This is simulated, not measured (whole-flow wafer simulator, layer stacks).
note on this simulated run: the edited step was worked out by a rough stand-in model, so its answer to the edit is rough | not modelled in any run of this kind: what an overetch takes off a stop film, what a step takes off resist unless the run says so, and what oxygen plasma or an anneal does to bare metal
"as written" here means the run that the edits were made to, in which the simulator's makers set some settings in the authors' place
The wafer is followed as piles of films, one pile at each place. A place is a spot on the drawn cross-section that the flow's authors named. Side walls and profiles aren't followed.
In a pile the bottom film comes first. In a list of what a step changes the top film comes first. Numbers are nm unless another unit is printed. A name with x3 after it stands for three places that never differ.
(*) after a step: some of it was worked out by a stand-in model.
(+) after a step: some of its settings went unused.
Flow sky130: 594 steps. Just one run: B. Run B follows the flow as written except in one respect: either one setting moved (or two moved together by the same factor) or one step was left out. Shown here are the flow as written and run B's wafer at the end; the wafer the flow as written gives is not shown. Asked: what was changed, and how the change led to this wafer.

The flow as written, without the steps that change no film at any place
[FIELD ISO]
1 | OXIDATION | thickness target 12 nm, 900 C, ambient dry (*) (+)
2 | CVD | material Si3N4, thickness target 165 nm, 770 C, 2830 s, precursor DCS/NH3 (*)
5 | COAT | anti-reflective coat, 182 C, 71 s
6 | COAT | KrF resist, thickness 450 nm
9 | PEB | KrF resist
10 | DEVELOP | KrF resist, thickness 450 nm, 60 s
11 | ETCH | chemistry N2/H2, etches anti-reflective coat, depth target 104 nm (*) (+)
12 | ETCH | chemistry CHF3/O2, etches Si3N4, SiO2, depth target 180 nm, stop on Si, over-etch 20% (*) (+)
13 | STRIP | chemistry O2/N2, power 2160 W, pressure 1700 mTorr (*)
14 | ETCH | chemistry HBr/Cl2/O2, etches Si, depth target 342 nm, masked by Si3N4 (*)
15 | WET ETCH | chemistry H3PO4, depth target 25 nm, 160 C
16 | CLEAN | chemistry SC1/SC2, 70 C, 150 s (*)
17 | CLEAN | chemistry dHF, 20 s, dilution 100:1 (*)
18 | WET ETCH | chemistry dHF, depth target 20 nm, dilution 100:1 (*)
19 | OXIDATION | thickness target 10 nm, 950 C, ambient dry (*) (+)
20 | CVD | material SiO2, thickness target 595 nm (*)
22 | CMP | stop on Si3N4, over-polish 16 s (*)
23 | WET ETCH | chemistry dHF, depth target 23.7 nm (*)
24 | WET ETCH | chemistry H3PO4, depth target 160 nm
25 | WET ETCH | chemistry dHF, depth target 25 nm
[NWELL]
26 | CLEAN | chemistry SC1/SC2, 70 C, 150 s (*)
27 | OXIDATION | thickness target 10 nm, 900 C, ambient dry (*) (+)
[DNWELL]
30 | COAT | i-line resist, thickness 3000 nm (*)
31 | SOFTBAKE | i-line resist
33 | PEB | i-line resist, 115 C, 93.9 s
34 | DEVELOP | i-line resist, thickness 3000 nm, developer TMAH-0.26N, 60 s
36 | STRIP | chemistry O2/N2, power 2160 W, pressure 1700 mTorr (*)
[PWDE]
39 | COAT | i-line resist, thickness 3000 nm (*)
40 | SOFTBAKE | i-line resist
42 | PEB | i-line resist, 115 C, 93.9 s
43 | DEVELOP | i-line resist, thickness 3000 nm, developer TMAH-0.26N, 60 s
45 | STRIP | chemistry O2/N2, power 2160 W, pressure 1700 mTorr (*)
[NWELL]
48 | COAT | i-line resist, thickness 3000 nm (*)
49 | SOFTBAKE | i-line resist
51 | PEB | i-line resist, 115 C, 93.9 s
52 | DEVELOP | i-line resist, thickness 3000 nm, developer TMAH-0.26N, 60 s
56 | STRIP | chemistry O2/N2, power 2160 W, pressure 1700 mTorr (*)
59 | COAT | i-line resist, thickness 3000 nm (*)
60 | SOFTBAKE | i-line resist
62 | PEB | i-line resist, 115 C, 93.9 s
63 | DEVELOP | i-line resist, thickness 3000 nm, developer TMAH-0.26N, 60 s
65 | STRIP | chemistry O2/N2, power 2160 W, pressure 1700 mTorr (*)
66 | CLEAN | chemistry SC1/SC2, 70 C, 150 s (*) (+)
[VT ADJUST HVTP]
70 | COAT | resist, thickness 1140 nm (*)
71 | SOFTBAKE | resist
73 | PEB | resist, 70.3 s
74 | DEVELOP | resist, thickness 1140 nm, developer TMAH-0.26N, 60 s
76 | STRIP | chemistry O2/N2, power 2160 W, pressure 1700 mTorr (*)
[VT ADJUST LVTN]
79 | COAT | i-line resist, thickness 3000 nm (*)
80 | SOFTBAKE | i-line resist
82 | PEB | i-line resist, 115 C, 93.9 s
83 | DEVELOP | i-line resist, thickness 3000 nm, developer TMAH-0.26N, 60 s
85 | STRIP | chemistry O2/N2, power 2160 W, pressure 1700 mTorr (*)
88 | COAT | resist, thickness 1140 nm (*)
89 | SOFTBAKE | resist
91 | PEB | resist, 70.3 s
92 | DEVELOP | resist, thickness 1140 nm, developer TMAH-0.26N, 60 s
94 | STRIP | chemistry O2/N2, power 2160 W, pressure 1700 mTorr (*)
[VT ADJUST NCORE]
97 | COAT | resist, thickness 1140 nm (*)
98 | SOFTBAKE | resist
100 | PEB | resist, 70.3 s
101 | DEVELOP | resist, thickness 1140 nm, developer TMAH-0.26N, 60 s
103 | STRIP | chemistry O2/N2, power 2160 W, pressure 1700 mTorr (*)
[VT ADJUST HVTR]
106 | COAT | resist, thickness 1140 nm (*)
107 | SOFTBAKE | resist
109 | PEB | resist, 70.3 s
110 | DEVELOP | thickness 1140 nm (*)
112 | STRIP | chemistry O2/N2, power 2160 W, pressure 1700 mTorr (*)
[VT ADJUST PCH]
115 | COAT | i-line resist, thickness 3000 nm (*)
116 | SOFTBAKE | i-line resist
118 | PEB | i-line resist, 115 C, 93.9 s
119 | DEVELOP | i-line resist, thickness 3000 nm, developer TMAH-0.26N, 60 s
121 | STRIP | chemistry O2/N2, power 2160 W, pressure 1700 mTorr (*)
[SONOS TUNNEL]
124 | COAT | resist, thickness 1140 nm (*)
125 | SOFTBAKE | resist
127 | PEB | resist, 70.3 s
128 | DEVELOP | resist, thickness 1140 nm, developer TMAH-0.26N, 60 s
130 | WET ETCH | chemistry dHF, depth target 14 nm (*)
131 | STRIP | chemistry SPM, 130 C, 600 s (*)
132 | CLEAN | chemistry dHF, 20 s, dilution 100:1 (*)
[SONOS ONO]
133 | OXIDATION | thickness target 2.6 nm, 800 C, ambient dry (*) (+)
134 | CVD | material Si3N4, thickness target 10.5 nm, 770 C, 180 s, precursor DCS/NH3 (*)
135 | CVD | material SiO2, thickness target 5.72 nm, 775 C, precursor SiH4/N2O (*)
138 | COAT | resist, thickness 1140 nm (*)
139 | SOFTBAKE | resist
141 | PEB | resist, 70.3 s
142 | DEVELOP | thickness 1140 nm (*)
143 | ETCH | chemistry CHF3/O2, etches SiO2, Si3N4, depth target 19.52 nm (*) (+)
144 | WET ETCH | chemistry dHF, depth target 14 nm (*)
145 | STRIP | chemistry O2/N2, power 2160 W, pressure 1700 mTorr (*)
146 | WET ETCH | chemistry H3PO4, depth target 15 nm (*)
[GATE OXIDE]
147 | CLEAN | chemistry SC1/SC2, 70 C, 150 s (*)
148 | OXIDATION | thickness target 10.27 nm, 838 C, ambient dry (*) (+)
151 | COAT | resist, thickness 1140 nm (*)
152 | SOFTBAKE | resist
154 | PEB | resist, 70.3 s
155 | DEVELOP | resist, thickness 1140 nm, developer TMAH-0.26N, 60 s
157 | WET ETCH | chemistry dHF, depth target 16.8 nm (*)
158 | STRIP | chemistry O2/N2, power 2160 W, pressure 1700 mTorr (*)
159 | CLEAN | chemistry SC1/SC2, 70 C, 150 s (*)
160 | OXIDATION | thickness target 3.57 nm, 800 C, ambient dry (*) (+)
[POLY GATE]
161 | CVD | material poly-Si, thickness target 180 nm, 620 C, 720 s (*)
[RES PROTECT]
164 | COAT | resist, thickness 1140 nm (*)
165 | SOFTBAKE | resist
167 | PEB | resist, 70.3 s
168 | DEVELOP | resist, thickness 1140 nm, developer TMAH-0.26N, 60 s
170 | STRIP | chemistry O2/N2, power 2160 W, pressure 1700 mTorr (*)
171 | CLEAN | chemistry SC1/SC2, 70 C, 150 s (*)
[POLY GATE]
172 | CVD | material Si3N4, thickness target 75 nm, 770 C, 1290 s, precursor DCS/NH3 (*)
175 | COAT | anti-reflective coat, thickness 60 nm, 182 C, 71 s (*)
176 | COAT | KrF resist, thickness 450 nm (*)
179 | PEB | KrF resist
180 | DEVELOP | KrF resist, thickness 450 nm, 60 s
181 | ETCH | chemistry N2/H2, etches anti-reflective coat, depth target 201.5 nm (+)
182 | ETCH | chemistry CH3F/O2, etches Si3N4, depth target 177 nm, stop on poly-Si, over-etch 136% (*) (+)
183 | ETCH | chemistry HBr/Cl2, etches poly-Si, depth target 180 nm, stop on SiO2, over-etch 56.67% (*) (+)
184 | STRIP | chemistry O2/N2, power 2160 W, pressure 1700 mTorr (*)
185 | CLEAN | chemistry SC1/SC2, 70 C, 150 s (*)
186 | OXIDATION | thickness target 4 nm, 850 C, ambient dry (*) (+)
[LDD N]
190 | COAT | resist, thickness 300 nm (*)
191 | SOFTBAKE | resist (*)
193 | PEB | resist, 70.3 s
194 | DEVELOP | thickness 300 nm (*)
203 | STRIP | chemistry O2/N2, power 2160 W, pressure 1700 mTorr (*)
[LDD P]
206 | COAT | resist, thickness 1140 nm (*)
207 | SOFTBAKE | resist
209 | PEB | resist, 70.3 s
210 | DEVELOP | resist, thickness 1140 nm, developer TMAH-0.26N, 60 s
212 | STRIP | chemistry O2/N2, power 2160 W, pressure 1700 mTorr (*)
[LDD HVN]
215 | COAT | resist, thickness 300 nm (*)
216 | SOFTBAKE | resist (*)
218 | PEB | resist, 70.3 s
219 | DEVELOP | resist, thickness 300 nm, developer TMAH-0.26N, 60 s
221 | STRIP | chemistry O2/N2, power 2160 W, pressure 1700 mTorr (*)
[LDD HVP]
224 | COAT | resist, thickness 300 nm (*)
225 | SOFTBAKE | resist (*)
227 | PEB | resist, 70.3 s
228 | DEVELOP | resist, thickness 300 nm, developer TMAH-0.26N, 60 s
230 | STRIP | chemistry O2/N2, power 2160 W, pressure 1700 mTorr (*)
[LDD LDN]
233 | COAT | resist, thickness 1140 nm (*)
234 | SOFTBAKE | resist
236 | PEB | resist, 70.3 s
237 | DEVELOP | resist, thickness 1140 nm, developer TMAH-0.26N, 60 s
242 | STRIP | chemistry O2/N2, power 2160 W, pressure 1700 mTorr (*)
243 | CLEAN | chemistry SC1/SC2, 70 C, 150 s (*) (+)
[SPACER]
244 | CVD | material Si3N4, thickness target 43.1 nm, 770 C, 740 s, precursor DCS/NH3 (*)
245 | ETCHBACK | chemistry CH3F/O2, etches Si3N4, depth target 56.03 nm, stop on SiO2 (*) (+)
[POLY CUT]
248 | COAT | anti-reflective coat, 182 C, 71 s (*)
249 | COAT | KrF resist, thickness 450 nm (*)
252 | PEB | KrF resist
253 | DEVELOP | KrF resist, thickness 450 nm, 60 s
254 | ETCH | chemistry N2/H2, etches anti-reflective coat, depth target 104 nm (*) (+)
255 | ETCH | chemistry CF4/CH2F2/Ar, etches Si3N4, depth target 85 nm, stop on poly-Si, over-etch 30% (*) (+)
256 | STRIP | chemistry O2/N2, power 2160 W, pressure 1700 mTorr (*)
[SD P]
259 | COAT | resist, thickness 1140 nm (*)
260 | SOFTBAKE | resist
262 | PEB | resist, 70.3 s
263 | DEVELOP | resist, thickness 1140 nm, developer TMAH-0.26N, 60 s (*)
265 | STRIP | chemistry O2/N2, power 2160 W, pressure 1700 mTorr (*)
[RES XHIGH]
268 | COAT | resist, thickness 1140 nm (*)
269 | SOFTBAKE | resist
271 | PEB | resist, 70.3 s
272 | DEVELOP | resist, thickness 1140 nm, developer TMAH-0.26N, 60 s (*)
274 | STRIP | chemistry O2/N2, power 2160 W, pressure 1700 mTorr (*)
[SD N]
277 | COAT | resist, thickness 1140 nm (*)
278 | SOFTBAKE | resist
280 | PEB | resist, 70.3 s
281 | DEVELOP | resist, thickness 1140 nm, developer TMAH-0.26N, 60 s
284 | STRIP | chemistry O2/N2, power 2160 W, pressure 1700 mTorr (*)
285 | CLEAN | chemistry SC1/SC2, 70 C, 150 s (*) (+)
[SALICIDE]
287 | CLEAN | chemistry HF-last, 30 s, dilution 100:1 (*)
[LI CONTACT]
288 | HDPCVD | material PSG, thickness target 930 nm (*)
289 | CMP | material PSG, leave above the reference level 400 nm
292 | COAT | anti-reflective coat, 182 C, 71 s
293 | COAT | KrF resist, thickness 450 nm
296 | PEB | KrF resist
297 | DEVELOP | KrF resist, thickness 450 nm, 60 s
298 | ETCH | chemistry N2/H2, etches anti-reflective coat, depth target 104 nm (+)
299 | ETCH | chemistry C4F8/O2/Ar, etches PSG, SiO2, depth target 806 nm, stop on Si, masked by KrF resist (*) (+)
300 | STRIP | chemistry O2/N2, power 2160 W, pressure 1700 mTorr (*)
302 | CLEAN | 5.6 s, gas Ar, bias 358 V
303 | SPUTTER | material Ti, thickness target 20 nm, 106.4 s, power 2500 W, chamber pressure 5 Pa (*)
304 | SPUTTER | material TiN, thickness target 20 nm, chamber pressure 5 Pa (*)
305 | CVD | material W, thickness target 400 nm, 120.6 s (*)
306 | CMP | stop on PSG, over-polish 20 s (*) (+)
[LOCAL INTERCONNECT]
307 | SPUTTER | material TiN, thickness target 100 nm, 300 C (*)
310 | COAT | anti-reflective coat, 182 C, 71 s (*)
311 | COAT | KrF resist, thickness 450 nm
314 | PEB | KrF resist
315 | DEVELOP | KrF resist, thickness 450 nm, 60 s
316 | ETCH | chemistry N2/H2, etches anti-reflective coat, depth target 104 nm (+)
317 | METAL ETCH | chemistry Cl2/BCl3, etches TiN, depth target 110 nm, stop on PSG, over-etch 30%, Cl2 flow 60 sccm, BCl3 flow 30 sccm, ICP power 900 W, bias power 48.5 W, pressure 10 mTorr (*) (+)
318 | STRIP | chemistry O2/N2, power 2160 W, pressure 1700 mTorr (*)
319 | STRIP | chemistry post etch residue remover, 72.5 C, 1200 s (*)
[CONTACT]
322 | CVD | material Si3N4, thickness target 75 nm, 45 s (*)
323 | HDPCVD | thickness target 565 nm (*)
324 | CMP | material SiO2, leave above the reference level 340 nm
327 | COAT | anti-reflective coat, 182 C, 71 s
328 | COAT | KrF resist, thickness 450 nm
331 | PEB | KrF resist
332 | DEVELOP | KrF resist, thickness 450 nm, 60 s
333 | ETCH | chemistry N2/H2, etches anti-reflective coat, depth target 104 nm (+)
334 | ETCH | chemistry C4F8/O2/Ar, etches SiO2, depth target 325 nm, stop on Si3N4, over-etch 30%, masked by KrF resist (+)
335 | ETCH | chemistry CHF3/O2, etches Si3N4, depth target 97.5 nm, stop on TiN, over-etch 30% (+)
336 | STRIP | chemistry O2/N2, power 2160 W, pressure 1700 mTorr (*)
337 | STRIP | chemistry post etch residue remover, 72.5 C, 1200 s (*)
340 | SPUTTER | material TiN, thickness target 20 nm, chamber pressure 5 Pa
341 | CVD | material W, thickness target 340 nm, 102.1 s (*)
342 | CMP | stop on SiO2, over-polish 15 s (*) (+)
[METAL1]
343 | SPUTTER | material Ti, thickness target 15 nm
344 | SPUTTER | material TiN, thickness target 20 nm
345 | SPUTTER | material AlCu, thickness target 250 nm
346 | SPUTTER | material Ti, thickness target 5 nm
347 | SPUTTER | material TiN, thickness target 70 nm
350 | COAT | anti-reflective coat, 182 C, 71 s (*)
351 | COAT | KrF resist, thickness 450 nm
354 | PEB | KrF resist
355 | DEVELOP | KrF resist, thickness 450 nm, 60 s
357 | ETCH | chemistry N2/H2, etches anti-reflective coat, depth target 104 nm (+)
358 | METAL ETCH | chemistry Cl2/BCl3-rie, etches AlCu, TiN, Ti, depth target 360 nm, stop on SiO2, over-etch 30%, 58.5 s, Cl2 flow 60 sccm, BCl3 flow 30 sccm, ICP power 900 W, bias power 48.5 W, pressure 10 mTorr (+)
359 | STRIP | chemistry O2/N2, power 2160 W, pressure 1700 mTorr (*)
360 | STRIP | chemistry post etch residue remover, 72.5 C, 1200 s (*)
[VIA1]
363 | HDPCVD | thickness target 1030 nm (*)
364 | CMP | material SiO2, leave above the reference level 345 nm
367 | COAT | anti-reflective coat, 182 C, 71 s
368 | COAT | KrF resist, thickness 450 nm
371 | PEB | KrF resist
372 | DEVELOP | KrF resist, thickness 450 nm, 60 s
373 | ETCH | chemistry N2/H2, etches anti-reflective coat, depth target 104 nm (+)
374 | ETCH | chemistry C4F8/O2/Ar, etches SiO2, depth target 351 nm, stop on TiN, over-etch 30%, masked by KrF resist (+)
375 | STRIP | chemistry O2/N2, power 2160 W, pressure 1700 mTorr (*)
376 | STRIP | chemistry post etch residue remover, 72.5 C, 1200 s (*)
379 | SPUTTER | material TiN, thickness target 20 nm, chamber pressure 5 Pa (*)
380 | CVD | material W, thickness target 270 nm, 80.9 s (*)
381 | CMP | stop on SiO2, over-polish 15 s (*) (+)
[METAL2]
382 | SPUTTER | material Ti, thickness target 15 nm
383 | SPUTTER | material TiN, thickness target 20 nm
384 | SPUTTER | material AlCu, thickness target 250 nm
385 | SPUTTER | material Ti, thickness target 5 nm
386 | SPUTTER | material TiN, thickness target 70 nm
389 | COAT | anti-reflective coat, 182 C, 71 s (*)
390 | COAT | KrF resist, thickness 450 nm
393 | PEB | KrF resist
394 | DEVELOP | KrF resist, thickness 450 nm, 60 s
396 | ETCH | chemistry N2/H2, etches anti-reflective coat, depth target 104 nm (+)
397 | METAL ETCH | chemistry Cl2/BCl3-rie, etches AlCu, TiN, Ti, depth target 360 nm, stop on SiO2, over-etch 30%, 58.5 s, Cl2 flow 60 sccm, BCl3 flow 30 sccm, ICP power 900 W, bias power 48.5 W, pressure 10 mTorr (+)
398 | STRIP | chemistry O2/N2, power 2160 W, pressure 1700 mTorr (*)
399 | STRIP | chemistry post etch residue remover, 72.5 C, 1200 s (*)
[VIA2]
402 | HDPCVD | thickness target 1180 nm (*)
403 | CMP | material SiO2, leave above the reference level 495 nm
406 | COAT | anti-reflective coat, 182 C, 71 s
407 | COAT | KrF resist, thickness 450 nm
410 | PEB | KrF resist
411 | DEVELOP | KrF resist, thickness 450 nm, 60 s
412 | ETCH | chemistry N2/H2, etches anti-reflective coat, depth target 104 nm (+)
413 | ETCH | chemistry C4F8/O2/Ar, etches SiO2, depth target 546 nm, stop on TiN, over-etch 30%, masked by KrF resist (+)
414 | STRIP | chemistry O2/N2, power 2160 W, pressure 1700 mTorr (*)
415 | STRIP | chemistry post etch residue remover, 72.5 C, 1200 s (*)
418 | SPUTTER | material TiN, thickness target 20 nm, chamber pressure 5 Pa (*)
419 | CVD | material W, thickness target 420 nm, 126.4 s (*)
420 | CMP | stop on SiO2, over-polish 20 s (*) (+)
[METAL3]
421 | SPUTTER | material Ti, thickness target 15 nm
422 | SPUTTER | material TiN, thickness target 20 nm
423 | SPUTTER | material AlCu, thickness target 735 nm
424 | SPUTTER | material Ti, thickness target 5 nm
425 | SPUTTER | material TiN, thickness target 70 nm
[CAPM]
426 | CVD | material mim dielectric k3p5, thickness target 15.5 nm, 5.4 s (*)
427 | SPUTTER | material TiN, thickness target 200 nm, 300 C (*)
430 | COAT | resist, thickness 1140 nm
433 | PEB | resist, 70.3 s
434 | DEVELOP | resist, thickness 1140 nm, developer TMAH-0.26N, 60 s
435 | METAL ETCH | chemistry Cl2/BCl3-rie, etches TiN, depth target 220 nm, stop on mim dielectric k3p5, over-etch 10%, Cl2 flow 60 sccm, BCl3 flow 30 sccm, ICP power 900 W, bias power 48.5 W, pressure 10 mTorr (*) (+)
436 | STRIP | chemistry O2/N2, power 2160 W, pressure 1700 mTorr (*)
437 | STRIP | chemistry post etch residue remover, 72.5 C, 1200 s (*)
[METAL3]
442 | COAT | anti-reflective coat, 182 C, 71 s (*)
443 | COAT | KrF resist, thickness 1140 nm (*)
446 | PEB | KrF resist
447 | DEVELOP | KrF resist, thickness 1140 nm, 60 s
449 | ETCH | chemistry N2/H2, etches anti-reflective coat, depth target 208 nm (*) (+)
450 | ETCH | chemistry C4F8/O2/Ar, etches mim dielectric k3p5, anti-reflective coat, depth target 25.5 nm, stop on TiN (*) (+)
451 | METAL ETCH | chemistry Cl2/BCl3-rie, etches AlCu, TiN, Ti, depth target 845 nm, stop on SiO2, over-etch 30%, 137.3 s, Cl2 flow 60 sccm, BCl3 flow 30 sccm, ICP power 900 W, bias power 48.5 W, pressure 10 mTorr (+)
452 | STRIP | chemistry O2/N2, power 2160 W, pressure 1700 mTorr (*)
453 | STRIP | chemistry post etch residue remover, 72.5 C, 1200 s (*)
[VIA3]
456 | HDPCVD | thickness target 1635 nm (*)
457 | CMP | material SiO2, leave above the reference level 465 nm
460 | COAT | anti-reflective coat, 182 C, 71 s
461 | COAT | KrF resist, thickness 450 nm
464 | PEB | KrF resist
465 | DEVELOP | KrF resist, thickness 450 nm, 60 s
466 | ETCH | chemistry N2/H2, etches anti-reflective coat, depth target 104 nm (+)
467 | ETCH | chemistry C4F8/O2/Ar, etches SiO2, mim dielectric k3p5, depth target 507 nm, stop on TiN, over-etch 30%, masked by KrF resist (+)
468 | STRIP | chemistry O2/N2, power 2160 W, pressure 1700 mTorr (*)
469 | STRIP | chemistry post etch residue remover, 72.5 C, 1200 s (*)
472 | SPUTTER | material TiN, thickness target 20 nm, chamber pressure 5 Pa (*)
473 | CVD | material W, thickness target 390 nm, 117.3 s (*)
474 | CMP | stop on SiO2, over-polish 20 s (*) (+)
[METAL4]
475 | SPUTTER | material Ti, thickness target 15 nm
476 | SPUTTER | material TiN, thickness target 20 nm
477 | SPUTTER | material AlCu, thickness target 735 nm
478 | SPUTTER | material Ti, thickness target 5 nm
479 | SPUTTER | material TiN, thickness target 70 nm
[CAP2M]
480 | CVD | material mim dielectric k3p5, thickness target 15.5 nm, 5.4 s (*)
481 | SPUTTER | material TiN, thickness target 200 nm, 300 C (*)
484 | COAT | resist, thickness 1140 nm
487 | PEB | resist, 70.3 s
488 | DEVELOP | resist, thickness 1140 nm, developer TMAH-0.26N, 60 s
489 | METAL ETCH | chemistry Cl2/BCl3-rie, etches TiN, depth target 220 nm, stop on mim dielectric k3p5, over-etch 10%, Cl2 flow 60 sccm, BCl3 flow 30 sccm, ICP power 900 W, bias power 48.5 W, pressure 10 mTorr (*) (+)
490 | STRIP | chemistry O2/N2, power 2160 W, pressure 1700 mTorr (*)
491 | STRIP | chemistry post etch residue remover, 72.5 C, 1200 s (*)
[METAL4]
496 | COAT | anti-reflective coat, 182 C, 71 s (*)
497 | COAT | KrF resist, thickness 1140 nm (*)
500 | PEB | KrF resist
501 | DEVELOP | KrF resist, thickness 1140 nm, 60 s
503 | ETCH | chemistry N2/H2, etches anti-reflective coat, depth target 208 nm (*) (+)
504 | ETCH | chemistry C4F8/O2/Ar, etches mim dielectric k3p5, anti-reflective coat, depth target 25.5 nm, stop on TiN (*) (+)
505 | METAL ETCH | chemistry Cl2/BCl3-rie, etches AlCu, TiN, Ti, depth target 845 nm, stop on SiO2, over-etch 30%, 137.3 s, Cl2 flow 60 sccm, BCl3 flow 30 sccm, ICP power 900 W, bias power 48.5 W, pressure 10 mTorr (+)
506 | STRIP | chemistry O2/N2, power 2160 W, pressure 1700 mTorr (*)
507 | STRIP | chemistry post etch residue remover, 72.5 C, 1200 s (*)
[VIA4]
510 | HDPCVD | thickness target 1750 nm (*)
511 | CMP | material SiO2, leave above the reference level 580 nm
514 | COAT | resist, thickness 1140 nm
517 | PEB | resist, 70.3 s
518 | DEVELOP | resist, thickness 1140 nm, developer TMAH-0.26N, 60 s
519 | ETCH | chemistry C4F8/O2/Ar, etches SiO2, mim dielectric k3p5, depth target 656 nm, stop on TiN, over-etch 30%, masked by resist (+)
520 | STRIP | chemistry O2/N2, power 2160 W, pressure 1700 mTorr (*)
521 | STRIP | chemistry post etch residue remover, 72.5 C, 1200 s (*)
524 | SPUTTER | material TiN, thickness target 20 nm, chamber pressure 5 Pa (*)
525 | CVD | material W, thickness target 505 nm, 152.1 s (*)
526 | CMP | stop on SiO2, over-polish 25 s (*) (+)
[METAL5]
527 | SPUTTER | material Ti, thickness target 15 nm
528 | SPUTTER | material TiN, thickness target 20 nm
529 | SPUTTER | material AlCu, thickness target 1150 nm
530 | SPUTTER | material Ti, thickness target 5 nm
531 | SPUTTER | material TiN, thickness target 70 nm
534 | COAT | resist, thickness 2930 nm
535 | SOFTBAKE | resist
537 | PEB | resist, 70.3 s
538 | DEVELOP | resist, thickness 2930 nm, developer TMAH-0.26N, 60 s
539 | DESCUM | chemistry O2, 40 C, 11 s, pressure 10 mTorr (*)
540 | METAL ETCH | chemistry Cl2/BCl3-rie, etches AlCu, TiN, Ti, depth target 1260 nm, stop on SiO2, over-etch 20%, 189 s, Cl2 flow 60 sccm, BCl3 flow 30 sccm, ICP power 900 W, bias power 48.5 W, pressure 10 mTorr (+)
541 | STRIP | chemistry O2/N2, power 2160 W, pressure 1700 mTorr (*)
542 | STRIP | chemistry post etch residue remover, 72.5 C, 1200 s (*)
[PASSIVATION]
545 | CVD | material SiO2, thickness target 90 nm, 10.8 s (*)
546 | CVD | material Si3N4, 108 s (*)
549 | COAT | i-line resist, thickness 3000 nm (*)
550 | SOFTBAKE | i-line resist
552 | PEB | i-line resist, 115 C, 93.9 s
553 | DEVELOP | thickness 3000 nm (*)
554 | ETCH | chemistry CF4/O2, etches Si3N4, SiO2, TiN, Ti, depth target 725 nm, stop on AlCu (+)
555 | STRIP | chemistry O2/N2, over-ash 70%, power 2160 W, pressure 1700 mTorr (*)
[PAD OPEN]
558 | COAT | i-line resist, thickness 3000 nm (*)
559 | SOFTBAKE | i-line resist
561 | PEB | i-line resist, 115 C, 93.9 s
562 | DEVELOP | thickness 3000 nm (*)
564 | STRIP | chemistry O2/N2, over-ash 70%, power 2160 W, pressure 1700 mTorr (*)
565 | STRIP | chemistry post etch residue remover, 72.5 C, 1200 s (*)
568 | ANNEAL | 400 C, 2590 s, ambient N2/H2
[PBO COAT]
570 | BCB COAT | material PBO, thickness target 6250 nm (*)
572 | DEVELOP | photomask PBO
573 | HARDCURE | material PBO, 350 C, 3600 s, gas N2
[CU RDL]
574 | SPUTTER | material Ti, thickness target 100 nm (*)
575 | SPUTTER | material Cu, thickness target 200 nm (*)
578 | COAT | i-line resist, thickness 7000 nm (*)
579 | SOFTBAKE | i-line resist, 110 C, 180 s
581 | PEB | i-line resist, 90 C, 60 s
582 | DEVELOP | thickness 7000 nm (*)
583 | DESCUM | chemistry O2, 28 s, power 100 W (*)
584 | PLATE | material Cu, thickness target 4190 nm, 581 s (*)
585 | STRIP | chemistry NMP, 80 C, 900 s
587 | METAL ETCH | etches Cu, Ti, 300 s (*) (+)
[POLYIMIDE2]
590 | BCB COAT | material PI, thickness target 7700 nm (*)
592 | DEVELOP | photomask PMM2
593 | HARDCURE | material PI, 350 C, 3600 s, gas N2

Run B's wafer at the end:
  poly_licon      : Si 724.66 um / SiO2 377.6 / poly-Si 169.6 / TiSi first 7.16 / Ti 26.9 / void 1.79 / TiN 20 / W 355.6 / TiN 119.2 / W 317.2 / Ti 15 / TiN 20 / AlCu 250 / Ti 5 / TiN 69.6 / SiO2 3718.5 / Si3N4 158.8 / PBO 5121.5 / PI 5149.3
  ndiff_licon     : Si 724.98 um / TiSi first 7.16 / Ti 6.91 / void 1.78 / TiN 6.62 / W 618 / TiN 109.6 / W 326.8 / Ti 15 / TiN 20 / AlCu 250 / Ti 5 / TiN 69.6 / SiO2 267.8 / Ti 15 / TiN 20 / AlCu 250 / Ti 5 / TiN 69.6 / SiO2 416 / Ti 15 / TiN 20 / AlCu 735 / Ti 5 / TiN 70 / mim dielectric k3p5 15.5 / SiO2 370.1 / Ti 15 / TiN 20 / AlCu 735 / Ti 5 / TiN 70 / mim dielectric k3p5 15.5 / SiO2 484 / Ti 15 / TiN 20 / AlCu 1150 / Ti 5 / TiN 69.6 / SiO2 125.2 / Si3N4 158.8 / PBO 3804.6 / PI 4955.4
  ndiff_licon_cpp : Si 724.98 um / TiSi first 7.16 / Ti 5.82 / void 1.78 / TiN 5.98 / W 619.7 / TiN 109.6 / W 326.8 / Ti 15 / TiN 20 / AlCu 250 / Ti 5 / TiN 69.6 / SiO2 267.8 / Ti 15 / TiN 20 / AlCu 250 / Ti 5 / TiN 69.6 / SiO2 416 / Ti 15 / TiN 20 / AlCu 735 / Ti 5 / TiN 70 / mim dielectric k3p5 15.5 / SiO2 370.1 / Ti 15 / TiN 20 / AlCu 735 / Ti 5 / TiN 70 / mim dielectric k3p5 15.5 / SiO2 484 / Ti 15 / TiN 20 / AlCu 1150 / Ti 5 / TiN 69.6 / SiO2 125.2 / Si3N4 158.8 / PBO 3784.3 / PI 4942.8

Cause: step 303, SPUTTER: 164.9 s was run, though the flow has 106.4 s.

How this came from the change, step by step:
  303 | SPUTTER | material Ti, thickness target 20 nm, 106.4 s, power 2500 W, chamber pressure 5 Pa (*)
      field, active, n_well and 185 more: +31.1 Ti (new film) (it would be, as written: +20 Ti (new film))
      ndiff_licon: +11.1 Ti (new film) (it would be, as written: +7.24 Ti (new film))
      (also at 2 further places)
  306 | CMP | stop on PSG, over-polish 20 s (*) (+)
      field, active, n_well and 184 more: -400 W (all of it), -20 TiN (all of it), -31.1 Ti (all of it), -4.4 PSG (it would be, as written: -400 W (all of it), -20 TiN (all of it), -20 Ti (all of it), -4.4 PSG)
      ndiff_licon, ndiff_licon_cpp, rpo_hd_licon: -456 W (it would be, as written: -444.9 W)
      (also at 1 further place)
